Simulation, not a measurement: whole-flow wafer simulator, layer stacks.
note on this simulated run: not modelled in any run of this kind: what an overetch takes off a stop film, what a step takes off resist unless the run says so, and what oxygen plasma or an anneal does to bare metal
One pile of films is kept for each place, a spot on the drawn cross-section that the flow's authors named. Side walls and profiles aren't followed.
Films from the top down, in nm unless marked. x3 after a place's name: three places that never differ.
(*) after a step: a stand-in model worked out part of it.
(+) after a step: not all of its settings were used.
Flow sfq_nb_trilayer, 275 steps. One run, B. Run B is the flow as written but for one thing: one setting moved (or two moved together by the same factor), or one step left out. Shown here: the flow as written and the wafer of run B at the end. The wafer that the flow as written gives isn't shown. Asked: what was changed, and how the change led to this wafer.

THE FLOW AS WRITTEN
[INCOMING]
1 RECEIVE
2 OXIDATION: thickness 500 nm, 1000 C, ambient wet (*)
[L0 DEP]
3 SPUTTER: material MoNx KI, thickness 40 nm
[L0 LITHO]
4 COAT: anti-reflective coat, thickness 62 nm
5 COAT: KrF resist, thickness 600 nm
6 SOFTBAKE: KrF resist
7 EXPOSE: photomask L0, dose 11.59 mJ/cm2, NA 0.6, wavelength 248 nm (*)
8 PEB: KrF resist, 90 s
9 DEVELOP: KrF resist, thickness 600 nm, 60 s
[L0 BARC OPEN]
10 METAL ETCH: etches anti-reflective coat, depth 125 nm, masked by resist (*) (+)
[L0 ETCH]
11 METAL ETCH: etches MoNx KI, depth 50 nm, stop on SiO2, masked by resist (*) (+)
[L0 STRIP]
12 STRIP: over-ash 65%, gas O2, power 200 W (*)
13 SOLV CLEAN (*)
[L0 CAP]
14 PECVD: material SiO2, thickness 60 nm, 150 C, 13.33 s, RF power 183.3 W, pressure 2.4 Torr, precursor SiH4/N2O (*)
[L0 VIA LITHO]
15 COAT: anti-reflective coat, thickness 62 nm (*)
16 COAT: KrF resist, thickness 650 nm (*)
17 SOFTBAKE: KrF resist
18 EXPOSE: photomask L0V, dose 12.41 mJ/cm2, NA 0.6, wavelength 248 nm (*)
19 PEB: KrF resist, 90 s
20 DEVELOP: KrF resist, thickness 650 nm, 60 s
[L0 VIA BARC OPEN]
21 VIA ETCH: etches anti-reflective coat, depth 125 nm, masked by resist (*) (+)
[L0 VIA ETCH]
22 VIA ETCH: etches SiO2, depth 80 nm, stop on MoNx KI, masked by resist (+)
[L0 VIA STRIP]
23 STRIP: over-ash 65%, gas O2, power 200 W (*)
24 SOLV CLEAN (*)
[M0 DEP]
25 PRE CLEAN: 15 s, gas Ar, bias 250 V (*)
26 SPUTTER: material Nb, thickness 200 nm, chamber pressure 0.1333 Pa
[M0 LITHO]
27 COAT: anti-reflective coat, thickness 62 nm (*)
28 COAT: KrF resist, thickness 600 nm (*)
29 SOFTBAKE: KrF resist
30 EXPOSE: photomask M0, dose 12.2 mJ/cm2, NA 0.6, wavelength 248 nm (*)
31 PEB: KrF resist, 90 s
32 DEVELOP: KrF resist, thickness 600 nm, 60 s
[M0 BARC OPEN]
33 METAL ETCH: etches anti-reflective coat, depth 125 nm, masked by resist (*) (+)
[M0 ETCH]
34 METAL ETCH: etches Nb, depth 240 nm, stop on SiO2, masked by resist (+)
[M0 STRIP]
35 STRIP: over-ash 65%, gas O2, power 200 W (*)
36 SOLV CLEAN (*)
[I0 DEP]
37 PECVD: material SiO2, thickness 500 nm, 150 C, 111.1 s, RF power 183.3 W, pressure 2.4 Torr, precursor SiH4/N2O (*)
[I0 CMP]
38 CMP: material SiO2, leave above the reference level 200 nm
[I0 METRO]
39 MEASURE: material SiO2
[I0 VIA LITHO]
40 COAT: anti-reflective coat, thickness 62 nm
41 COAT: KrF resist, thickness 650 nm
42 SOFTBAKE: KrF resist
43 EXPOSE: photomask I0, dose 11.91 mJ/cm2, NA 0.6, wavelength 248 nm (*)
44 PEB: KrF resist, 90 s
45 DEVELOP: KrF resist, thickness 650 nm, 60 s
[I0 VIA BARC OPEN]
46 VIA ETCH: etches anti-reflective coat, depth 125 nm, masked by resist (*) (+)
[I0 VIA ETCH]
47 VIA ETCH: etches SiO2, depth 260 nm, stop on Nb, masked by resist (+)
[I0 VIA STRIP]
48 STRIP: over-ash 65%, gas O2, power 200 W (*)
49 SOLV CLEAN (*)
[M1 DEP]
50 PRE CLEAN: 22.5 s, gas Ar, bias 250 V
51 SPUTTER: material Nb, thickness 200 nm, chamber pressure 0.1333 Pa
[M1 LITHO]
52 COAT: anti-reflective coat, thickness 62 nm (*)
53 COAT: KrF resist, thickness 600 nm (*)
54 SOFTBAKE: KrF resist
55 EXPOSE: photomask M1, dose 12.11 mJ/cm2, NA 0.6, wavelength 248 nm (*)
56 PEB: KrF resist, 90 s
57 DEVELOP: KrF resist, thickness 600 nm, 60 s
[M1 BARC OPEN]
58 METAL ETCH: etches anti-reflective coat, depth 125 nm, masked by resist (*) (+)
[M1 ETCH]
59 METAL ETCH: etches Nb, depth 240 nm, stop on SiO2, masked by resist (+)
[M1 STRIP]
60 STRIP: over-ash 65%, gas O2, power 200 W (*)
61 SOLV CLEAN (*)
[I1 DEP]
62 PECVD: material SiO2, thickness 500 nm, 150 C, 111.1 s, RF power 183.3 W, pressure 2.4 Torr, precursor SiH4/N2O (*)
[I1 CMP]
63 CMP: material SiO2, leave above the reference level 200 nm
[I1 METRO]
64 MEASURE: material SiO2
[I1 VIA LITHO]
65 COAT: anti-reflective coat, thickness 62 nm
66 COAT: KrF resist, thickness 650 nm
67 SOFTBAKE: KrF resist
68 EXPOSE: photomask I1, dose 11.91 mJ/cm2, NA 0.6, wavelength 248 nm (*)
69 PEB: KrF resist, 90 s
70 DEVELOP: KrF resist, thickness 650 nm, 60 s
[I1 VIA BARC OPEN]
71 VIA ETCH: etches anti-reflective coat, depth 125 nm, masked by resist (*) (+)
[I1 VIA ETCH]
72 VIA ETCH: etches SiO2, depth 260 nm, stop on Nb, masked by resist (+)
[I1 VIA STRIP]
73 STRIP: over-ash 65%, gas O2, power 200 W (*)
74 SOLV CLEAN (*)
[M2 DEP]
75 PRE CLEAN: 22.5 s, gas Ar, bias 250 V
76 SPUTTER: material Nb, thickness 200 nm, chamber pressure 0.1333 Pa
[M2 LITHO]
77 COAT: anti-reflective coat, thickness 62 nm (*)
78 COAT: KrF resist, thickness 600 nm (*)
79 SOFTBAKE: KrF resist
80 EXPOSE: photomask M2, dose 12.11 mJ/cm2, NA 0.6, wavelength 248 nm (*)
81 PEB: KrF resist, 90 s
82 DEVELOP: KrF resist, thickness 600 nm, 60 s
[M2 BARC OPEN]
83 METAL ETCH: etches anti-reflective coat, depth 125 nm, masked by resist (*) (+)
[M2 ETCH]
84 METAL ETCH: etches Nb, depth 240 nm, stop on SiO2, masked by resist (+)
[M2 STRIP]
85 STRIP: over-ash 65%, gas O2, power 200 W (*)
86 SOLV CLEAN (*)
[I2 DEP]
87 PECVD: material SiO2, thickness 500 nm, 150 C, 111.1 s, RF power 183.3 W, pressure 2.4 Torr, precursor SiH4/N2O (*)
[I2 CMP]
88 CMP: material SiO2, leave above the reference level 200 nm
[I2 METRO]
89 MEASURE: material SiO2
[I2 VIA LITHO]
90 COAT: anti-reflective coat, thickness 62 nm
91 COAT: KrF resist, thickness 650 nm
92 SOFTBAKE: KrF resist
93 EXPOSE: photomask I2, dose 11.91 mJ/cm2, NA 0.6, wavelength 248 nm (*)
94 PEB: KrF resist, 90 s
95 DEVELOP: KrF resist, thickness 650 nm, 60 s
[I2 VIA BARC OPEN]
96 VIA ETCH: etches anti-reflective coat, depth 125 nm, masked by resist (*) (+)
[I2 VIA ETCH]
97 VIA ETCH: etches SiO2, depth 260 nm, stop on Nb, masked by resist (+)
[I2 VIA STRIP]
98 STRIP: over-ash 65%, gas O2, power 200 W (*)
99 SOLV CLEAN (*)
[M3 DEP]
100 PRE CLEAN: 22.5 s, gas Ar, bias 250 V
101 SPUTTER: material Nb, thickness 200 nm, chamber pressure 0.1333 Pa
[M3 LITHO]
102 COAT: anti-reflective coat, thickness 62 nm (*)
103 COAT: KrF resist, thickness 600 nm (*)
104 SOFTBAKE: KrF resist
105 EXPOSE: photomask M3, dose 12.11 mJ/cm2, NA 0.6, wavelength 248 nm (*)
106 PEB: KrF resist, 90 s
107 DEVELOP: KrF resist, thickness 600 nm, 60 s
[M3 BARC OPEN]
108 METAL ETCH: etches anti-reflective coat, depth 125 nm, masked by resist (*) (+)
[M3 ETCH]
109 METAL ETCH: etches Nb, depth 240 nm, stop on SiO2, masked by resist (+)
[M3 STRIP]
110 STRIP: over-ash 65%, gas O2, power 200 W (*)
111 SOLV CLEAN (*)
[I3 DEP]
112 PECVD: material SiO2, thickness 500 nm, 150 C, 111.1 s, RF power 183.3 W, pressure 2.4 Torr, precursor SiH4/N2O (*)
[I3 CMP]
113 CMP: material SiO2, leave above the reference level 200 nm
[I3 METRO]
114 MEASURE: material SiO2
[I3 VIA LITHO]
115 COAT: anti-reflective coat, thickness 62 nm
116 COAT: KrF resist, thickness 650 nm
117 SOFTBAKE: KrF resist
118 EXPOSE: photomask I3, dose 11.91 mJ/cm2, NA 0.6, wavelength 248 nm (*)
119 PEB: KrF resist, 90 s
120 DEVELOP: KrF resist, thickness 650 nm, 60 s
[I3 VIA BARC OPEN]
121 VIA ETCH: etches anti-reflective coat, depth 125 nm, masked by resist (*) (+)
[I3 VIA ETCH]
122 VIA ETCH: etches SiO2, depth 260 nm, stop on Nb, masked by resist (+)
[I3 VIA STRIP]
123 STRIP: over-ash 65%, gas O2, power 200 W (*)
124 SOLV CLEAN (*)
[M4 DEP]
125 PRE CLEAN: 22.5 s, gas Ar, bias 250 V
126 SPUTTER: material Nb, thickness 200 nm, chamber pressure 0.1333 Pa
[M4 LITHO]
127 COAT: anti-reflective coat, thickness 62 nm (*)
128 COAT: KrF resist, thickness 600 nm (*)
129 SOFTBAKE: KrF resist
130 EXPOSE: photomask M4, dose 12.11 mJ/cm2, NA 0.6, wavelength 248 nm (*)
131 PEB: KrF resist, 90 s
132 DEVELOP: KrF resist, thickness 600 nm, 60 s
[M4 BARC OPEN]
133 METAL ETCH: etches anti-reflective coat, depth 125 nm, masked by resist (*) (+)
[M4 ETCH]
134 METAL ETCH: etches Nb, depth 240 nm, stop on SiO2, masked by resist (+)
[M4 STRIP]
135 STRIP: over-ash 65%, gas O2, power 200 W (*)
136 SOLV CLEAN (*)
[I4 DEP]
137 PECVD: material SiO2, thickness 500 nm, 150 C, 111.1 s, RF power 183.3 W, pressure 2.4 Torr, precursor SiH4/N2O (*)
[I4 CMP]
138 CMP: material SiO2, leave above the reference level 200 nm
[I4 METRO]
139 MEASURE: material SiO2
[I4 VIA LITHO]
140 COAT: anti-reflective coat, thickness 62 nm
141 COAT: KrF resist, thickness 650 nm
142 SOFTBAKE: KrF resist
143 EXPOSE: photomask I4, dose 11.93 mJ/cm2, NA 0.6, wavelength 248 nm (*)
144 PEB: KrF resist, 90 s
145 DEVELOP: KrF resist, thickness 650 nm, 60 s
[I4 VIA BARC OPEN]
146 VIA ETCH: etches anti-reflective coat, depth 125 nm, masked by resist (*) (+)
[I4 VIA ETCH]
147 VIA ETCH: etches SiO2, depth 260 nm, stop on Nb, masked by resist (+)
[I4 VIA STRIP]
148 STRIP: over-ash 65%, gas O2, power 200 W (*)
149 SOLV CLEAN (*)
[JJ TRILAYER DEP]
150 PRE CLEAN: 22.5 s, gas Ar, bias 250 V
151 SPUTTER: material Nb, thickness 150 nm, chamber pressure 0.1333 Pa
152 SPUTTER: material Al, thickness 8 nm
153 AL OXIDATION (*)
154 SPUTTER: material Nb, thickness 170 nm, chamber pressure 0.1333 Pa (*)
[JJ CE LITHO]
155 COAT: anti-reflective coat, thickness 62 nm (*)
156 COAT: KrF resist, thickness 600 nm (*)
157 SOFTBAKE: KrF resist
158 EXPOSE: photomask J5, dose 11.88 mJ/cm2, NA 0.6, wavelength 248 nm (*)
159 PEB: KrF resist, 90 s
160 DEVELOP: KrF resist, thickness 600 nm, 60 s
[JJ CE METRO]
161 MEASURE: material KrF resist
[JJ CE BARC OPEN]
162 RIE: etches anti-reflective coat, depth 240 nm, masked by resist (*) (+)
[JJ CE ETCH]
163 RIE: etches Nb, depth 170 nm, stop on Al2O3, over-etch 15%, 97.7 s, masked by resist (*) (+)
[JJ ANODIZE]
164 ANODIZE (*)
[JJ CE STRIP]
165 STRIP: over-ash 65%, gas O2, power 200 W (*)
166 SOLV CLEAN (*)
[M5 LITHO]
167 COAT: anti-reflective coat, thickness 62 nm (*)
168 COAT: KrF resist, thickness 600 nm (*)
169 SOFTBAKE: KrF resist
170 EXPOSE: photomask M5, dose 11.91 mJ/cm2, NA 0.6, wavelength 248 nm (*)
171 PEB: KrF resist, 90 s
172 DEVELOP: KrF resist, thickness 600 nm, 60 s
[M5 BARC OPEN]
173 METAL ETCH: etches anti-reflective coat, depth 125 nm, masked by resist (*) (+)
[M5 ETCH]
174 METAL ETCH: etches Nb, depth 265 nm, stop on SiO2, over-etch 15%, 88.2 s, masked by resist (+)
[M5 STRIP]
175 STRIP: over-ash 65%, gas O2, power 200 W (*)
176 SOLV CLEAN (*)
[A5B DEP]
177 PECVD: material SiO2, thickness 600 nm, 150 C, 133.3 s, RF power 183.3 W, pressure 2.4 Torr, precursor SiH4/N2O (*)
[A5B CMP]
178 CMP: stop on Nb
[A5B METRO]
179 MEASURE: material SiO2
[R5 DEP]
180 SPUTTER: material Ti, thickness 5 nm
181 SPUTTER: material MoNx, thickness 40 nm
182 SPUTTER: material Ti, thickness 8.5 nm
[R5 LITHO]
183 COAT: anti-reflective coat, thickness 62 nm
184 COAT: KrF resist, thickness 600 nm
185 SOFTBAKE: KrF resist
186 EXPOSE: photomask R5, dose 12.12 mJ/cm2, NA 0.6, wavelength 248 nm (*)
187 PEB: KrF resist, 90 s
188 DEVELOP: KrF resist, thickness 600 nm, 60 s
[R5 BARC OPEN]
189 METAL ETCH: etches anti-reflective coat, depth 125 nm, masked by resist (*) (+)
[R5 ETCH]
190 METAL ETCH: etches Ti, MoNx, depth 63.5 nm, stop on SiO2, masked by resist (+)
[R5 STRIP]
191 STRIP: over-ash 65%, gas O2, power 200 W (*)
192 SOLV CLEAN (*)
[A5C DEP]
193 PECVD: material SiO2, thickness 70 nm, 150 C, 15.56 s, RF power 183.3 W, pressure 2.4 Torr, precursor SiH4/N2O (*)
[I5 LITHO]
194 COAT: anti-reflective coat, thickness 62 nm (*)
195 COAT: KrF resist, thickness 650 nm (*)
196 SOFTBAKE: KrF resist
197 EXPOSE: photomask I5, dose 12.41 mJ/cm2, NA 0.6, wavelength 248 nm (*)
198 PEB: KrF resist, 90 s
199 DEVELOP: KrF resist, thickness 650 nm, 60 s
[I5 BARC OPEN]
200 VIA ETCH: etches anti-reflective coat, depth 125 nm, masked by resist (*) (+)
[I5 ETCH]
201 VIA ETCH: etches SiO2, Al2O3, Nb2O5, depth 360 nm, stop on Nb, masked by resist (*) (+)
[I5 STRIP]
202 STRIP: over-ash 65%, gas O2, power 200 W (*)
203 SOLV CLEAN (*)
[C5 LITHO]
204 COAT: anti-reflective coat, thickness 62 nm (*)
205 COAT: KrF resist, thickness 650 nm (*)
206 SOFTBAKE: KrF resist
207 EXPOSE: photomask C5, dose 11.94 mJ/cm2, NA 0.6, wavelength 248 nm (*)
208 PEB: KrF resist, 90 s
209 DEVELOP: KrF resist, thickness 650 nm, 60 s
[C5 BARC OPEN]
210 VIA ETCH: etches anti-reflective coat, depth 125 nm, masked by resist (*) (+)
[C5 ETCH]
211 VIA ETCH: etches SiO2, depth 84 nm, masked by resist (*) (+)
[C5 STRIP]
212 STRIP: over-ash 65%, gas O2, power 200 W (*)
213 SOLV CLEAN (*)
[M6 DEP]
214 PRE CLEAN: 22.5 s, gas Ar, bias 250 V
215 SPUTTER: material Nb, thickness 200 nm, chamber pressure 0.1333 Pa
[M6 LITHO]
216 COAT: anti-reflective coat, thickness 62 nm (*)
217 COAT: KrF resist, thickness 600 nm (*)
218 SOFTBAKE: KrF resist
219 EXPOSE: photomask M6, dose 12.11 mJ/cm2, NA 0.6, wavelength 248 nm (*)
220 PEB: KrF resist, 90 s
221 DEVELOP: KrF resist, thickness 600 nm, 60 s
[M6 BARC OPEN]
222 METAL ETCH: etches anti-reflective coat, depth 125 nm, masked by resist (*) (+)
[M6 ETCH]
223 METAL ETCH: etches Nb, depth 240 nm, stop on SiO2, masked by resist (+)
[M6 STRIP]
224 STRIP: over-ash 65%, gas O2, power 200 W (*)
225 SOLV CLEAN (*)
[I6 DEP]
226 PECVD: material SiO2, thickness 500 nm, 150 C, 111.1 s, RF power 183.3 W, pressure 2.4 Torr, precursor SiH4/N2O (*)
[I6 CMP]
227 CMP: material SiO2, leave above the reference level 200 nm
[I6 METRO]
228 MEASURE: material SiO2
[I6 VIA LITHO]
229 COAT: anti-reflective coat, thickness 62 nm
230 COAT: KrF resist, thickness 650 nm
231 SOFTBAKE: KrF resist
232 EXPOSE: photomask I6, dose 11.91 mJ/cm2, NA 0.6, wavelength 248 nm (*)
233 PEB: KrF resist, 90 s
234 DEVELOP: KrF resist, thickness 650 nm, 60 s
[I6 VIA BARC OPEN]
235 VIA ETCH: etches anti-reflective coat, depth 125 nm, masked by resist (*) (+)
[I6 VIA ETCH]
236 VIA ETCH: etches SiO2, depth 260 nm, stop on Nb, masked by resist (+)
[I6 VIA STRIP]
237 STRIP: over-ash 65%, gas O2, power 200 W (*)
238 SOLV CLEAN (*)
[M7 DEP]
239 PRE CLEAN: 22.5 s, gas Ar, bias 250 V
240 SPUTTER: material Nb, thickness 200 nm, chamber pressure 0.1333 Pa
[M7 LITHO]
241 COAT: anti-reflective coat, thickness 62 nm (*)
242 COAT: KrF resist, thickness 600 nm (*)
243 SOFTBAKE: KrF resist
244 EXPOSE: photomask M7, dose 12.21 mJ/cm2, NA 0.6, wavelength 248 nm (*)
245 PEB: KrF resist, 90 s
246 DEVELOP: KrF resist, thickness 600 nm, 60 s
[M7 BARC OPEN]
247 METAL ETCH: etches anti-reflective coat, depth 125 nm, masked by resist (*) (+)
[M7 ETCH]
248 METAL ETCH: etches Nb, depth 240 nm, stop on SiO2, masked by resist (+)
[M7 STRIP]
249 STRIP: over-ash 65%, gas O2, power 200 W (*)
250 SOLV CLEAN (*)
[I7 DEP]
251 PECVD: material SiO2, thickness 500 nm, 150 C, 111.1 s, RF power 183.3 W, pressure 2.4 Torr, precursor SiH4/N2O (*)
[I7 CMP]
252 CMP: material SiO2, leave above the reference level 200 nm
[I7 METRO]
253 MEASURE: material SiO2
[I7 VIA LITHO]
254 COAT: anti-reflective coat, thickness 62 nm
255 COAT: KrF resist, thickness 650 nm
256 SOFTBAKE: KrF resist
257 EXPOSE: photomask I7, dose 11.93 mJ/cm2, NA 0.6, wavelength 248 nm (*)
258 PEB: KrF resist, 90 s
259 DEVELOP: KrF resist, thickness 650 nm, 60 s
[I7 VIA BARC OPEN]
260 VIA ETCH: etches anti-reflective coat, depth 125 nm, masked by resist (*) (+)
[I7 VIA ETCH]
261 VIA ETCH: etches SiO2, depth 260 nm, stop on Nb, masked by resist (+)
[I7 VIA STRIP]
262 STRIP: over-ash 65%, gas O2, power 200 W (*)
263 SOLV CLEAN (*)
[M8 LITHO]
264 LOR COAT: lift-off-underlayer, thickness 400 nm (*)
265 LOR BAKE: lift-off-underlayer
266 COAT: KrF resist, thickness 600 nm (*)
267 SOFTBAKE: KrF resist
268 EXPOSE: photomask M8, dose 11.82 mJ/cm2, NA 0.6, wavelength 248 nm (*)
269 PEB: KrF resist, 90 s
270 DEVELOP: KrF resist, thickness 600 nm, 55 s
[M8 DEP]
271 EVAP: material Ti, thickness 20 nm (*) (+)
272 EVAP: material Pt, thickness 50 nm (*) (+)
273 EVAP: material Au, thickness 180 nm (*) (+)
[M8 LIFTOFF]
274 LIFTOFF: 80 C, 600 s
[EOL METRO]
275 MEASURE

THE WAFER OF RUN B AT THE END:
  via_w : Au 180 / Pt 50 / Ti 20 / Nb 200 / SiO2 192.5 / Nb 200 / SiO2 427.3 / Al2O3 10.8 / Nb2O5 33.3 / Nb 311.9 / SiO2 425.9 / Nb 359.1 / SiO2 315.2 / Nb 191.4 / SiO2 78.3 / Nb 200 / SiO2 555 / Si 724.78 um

The cause: step 47, VIA ETCH: depth 114 nm was run, where the flow has depth 260 nm.

How the change led to this, step by step:
  47 VIA ETCH: etches SiO2, depth 260 nm, stop on Nb, masked by resist (+)
      via_w: SiO2 -114 (as written it would be: SiO2 -199.8 (all of it))
      field_l, v_sur, via_wl and 102 more: KrF resist -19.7 (as written it would be: KrF resist -44.8)
  48 STRIP: over-ash 65%, gas O2, power 200 W (*)
      field_l, v_sur, via_wl and 102 more: KrF resist -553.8 (all of it), anti-reflective coat -62 (all of it) (as written it would be: KrF resist -528.6 (all of it), anti-reflective coat -62 (all of it))
  50 PRE CLEAN: 22.5 s, gas Ar, bias 250 V
      via_w: SiO2 -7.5 (as written it would be: Nb -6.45)
  51 SPUTTER: material Nb, thickness 200 nm, chamber pressure 0.1333 Pa
      via_w: Nb +191.4 (new film) (as written it would be: Nb +174.5)
  52 COAT: anti-reflective coat, thickness 62 nm (*)
      v_sur: anti-reflective coat +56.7 (new film) (as written it would be: anti-reflective coat +61.1 (new film))
      via_wl: anti-reflective coat +31.5 (new film) (as written it would be: anti-reflective coat +33.8 (new film))
      (and at 3 more places)
  53 COAT: KrF resist, thickness 600 nm (*)
      via_w: KrF resist +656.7 (new film) (as written it would be: KrF resist +731.8 (new film))
      via_wr: KrF resist +615.2 (new film) (as written it would be: KrF resist +602.1 (new film))
  60 STRIP: over-ash 65%, gas O2, power 200 W (*)
      v_sur: KrF resist -376.5 (all of it), anti-reflective coat -56.7 (all of it) (as written it would be: KrF resist -365.9 (all of it), anti-reflective coat -61.1 (all of it))
      via_wl: KrF resist -397.5 (all of it), anti-reflective coat -31.5 (all of it) (as written it would be: KrF resist -385.5 (all of it), anti-reflective coat -33.8 (all of it))
      (and at 3 more places)
  62 PECVD: material SiO2, thickness 500 nm, 150 C, 111.1 s, RF power 183.3 W, pressure 2.4 Torr, precursor SiH4/N2O (*)
      via_w: SiO2 +500 (new film) (as written it would be: SiO2 +606 (new film))
  63 CMP: material SiO2, leave above the reference level 200 nm
      via_w: SiO2 -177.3 (as written it would be: SiO2 -181.6)
Counting metal films that touch as one body, via_w has 6 bodies (between them, from the top down: SiO2 192.5; SiO2 427.3 / Al2O3 10.8 / Nb2O5 33.3; SiO2 425.9; SiO2 315.2; SiO2 78.3); the flow as written gives 5 bodies (between them, from the top down: SiO2 192.5; SiO2 427.3 / Al2O3 10.8 / Nb2O5 33.3; SiO2 425.9; SiO2 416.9).
